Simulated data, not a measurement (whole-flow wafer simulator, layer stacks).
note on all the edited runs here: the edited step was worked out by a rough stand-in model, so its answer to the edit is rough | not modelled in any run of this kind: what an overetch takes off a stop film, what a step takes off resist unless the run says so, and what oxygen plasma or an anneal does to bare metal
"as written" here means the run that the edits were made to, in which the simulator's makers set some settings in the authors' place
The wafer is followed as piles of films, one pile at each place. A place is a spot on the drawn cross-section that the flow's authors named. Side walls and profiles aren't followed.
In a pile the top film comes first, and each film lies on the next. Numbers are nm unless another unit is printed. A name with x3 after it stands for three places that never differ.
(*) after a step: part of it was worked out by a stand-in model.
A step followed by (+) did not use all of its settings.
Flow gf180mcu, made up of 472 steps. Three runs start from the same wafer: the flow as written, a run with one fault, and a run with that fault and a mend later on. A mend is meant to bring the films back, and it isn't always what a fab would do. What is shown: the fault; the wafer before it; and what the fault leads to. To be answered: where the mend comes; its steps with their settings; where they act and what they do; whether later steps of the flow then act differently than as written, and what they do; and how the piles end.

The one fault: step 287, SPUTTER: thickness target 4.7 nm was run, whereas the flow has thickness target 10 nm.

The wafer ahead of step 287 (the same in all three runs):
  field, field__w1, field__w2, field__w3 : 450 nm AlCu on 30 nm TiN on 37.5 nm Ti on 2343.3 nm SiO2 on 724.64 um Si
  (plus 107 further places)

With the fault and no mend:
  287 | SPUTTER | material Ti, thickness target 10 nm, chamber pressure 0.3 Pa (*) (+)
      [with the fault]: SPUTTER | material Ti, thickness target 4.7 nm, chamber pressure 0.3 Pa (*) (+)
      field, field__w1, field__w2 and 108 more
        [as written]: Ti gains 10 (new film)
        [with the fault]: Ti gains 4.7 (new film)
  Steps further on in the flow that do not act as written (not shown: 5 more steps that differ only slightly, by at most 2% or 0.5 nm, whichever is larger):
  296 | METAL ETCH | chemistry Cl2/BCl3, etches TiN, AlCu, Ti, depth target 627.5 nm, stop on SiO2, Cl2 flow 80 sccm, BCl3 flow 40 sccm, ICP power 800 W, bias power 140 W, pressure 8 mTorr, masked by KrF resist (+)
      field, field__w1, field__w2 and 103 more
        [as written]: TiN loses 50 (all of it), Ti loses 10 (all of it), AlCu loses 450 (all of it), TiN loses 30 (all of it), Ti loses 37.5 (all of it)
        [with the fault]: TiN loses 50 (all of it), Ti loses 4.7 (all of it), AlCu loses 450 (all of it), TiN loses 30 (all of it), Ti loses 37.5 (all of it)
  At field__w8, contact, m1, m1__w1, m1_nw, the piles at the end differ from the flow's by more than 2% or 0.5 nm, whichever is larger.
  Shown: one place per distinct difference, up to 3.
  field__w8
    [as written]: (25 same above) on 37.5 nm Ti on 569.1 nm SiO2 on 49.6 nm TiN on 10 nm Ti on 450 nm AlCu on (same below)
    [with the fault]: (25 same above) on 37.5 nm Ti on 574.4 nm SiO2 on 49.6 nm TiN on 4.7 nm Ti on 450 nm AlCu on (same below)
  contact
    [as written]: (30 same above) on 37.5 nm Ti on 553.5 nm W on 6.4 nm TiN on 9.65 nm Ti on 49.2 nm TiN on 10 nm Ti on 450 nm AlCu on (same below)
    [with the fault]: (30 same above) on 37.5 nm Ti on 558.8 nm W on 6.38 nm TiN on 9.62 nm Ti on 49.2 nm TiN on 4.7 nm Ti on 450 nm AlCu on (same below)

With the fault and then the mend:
  The mend follows step 287.
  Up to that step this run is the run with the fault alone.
  287a | SPUTTER | material Ti, thickness target 5.3 nm, chamber pressure 0.3 Pa (*) (+) (the flow's step 287 again, with other settings)
      field, field__w1, field__w2 and 108 more
        Ti gains 5.3
  None of the later steps of the flow acts differently than as written at any place that is followed.
  At every place that both follow, the piles at the end match the flow's.
